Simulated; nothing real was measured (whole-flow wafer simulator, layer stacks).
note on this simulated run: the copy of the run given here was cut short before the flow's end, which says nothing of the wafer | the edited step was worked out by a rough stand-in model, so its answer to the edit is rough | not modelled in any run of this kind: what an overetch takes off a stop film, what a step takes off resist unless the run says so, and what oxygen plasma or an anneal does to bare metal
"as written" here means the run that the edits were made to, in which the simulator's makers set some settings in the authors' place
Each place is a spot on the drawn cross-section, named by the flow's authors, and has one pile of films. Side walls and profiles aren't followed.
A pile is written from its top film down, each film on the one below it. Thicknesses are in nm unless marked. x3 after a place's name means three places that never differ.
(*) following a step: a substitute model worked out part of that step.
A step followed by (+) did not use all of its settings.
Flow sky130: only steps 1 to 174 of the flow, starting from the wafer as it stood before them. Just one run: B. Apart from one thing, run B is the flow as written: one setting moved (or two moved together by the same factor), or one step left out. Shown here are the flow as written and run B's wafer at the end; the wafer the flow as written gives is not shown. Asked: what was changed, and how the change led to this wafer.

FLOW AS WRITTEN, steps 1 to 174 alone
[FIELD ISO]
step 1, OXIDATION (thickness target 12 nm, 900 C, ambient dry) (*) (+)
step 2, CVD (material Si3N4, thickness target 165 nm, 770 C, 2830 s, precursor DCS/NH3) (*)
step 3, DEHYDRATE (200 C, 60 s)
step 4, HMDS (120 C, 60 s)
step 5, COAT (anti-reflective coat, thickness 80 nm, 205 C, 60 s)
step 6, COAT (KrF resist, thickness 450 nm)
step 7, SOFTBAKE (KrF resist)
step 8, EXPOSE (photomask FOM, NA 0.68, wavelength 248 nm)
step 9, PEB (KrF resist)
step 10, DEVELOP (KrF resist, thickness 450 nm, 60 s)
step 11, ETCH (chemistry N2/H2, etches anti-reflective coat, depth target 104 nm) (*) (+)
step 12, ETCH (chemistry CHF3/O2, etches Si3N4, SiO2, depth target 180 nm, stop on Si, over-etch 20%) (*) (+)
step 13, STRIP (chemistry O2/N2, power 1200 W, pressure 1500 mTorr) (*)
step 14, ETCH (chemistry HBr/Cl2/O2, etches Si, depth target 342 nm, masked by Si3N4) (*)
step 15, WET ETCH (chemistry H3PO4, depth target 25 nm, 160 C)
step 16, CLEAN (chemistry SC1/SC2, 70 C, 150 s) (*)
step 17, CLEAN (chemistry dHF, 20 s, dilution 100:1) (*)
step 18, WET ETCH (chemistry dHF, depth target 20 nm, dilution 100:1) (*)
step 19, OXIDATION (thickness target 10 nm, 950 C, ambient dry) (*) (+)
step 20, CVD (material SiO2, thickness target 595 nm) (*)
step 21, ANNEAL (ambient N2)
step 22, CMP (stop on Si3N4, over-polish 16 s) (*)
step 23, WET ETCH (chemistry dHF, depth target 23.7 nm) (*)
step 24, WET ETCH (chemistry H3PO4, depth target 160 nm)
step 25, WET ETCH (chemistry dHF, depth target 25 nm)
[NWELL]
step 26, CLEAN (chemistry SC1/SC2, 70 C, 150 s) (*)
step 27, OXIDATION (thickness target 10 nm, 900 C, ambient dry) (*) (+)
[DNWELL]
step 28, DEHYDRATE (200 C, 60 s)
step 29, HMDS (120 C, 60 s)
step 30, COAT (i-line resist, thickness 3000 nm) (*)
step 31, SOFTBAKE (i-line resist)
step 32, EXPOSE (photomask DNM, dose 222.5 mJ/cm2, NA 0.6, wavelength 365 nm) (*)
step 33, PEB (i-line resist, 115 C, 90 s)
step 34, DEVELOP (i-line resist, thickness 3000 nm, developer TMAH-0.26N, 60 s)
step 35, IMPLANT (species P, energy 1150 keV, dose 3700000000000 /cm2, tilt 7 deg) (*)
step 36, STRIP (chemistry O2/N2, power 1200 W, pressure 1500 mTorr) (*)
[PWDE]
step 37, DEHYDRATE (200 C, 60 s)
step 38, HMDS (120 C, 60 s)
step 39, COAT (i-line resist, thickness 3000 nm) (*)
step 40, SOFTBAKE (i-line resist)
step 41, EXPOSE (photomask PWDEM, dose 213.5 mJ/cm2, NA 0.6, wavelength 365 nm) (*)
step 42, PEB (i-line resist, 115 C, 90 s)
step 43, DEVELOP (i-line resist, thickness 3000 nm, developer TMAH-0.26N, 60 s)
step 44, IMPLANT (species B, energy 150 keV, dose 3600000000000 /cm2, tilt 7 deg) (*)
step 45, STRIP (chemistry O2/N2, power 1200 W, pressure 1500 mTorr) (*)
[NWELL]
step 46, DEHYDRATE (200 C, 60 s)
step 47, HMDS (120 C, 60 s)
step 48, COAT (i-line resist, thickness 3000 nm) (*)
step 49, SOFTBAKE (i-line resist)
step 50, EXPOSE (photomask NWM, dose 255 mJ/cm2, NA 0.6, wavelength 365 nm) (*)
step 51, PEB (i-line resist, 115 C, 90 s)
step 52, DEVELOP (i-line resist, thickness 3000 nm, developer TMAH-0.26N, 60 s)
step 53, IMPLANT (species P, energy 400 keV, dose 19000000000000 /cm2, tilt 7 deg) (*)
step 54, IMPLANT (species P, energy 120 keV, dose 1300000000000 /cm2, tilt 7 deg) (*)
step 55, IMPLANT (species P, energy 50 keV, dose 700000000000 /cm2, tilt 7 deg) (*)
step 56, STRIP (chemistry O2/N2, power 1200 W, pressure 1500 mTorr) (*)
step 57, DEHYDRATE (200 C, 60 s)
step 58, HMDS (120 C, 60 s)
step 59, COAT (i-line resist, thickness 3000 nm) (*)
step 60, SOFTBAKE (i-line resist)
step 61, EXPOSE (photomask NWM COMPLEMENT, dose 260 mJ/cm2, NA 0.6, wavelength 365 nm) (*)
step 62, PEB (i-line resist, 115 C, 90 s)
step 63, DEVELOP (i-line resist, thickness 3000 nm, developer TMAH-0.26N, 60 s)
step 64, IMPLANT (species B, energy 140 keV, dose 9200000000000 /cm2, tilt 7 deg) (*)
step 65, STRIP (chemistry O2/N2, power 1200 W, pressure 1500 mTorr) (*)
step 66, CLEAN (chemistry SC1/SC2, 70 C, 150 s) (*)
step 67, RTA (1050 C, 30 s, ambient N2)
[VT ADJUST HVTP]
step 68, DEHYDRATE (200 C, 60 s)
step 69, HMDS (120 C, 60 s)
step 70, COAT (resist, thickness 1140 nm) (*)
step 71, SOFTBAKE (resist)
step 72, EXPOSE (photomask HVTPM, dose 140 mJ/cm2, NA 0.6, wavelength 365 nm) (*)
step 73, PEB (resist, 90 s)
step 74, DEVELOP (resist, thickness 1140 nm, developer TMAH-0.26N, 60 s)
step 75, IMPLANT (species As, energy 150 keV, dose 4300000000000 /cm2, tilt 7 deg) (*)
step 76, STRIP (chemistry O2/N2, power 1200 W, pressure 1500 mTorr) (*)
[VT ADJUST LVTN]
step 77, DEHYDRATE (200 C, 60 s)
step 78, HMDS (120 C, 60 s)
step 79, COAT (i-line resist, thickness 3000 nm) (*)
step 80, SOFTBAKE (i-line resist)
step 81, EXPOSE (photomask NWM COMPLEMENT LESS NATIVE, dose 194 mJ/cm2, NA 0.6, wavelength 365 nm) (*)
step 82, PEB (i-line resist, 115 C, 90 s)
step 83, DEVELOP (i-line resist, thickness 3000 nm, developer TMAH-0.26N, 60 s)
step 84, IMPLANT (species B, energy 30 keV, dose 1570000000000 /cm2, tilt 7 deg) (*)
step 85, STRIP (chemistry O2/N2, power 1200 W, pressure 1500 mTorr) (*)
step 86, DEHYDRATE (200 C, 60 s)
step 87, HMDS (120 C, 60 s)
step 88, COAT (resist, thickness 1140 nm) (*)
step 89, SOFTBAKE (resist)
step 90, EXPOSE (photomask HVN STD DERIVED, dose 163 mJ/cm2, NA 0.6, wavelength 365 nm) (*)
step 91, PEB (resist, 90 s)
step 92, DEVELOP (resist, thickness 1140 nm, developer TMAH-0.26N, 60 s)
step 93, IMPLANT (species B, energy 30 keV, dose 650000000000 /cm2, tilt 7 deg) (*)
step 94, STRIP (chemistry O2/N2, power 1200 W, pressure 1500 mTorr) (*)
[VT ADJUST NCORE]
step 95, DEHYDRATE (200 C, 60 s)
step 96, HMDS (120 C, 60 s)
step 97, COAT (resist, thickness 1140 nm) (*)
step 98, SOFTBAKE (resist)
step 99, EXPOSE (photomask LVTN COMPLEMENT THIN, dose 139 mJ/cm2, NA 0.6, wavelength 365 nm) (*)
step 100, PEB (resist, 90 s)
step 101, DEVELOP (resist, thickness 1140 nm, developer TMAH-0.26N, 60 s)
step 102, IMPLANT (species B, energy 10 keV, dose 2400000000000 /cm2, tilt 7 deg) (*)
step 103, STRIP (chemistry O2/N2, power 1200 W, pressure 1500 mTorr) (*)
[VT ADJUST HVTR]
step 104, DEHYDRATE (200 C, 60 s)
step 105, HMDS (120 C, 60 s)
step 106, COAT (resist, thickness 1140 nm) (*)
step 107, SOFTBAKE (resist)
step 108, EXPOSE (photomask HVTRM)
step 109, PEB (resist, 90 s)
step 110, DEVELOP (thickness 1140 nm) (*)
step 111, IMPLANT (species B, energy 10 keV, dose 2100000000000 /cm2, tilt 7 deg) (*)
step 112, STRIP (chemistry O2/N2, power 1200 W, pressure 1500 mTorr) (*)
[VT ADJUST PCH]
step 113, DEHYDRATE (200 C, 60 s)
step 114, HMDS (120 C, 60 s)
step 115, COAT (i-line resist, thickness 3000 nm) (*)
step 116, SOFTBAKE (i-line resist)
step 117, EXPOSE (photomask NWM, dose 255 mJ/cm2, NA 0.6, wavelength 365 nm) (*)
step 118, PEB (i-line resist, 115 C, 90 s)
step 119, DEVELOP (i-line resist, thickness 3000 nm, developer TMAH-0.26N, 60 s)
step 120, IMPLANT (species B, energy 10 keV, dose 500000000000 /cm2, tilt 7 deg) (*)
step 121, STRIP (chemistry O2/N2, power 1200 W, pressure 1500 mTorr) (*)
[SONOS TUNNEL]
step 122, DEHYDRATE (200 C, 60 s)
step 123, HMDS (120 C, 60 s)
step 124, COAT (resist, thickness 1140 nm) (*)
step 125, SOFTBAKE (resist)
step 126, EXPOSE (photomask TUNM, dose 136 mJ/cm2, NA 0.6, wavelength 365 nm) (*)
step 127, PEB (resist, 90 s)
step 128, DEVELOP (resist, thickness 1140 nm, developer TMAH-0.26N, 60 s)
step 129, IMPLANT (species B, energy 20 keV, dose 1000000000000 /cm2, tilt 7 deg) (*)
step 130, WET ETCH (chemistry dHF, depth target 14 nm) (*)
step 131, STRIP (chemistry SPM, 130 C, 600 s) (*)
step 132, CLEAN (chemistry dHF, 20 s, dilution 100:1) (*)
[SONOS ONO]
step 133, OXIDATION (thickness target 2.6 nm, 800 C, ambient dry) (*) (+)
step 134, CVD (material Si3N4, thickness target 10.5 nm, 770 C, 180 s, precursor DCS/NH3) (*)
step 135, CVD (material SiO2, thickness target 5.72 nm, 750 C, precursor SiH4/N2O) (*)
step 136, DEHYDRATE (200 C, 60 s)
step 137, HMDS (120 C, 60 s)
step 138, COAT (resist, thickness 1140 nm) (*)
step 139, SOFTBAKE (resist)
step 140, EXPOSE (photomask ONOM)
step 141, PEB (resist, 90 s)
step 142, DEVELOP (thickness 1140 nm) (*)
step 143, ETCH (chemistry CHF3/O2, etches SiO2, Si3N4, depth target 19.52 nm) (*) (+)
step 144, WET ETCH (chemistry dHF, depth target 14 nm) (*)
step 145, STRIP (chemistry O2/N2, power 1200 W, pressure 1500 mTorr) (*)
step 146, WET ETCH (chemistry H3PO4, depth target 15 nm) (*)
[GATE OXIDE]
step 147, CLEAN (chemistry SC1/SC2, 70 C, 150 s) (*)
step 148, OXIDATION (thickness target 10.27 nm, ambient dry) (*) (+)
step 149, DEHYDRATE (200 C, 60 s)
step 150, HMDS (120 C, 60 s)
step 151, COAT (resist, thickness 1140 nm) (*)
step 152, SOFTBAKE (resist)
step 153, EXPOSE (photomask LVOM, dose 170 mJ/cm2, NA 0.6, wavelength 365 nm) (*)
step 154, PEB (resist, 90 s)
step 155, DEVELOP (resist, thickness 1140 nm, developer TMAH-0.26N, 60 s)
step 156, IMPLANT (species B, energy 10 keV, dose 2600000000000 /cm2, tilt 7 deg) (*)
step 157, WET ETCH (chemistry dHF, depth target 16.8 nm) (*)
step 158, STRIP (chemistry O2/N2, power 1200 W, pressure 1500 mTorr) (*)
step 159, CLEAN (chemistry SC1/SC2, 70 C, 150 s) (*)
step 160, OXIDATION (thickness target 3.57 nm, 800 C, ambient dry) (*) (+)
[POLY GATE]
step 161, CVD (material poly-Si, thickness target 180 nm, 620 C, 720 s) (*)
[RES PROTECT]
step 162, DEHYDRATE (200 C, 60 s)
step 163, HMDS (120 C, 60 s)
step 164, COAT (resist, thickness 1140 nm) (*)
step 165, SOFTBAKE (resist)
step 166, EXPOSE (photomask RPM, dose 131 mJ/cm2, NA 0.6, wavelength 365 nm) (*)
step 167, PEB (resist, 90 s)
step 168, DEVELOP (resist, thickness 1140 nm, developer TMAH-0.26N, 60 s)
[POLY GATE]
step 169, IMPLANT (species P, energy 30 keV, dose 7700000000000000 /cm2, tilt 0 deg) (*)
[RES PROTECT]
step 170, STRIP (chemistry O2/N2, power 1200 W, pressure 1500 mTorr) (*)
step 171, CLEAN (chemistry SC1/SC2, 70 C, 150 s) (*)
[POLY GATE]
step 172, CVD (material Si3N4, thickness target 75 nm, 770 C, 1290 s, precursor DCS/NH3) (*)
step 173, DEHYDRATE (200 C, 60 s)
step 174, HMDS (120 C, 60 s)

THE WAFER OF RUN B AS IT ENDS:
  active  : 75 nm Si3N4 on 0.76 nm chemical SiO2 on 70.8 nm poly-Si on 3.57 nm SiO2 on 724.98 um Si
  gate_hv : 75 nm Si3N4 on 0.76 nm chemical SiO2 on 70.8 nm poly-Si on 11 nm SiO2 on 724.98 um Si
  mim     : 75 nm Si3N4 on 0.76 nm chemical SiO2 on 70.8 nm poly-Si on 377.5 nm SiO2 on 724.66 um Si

Cause: step 161, CVD: 288 s was run, while the flow as written has 720 s.

Step by step, how the change led to this:
  step 161, CVD (material poly-Si, thickness target 180 nm, 620 C, 720 s) (*)
      field, active, n_well and 186 more: poly-Si gains 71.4 (new film) (in the flow as written it would be: poly-Si gains 180 (new film))
      ndiff_dn: poly-Si gains 71.4 (new film) (in the flow as written it would be: poly-Si gains 215.7 (new film))
  step 164, COAT (resist, thickness 1140 nm) (*)
      ndiff_dn: resist gains 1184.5 (new film) (in the flow as written it would be: resist gains 1152.4 (new film))
  step 167, PEB (resist, 90 s)
      ndiff_dn: resist loses 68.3 (in the flow as written it would be: resist loses 66.5)
  step 168, DEVELOP (resist, thickness 1140 nm, developer TMAH-0.26N, 60 s)
      ndiff_dn: resist loses 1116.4 (all of it) (in the flow as written it would be: resist loses 1086 (all of it))
  step 172, CVD (material Si3N4, thickness target 75 nm, 770 C, 1290 s, precursor DCS/NH3) (*)
      ndiff_dn: Si3N4 gains 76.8 (new film) (in the flow as written it would be: Si3N4 gains 75 (new film))
